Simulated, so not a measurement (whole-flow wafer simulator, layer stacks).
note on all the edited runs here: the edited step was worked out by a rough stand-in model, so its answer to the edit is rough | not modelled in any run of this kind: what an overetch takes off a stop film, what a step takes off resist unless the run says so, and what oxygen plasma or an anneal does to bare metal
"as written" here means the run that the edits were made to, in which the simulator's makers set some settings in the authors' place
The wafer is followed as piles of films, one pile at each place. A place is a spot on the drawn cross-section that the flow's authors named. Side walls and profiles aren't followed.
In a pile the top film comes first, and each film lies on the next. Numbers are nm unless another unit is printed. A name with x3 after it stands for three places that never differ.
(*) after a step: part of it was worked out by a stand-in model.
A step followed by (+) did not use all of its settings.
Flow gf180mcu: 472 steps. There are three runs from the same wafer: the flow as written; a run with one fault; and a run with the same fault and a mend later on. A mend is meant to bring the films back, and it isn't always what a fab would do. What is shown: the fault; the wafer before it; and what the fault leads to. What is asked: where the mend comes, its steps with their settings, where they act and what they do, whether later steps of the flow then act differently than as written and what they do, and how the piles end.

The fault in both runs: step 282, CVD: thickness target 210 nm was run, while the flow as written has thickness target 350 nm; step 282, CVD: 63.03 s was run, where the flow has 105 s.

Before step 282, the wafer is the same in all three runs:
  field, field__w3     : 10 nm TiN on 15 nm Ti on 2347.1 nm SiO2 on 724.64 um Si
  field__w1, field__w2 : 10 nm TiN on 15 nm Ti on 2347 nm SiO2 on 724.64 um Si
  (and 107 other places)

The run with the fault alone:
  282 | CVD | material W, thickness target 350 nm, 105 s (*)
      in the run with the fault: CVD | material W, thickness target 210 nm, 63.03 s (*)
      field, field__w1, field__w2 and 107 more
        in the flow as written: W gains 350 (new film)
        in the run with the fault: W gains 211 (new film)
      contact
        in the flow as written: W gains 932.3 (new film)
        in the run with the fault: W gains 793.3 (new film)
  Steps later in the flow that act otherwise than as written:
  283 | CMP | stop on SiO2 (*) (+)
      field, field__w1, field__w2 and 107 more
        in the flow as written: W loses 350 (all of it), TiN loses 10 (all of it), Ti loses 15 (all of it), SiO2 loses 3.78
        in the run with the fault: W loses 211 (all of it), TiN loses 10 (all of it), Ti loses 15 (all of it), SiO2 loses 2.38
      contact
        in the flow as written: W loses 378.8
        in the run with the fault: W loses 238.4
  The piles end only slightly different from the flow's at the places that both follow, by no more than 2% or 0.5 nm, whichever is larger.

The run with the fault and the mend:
  The mend stands after step 282.
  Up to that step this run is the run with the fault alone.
  282a | CVD | material W, thickness target 140 nm, 42.02 s (the flow's step 282 again, with other settings)
      field, field__w1, field__w2 and 108 more
        W gains 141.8
  None of the later steps of the flow differs from how it acts as written, at any place that is followed, by more than 2% or 0.5 nm, whichever is larger.
  The piles end only slightly different from the flow's at the places that both follow, by no more than 2% or 0.5 nm, whichever is larger.
